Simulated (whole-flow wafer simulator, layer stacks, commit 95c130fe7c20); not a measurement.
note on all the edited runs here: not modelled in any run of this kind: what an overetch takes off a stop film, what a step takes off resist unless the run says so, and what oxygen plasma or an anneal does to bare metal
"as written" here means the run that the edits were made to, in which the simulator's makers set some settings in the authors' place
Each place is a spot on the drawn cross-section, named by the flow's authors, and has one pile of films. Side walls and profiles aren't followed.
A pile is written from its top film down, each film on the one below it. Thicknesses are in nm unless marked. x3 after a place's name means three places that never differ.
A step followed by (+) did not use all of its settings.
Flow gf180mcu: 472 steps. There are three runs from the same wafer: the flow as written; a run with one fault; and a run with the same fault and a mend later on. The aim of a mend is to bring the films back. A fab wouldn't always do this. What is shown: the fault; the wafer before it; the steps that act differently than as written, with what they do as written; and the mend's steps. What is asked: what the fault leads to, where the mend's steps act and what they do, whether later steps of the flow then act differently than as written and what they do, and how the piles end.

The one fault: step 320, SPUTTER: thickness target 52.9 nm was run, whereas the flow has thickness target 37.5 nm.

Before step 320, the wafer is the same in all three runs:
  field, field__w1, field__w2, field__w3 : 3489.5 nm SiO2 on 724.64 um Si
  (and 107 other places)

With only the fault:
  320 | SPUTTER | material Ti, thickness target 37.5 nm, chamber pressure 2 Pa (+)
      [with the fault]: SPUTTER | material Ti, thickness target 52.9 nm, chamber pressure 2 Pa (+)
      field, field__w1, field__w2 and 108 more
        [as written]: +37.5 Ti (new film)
        [with the fault]: +52.9 Ti (new film)
  Later steps of the flow acting differently than as written:
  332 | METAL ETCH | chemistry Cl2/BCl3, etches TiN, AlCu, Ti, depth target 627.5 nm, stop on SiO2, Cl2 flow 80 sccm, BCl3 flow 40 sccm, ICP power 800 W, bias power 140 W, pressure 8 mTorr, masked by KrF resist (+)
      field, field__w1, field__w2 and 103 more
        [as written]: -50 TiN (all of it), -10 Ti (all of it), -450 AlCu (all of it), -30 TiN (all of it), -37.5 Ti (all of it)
        [with the fault]: -50 TiN (all of it), -10 Ti (all of it), -450 AlCu (all of it), -30 TiN (all of it), -52.9 Ti (all of it)
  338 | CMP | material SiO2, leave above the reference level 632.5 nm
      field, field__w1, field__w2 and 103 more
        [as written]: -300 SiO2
        [with the fault]: -284.6 SiO2
  At field__w8, contact, m1, m1__w1, m1_nw, the piles at the end differ from the flow's by more than 2% or 0.5 nm, whichever is larger.
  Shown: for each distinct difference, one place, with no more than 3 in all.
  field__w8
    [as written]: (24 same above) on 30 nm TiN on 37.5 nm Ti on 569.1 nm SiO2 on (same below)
    [with the fault]: (24 same above) on 30 nm TiN on 52.9 nm Ti on 569.1 nm SiO2 on (same below)
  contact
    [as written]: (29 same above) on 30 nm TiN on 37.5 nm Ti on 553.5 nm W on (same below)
    [with the fault]: (29 same above) on 30 nm TiN on 52.9 nm Ti on 553.5 nm W on (same below)

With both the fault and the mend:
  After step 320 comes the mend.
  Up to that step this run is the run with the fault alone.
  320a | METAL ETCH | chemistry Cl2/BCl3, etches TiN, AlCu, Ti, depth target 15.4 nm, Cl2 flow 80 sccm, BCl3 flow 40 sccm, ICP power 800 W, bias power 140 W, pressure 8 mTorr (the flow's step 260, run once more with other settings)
      field, field__w1, field__w2 and 108 more
        -15.4 Ti
  Every later step of the flow that is run acts as written at every place that is followed.
  By the end, the piles equal the flow's at every place that both follow.
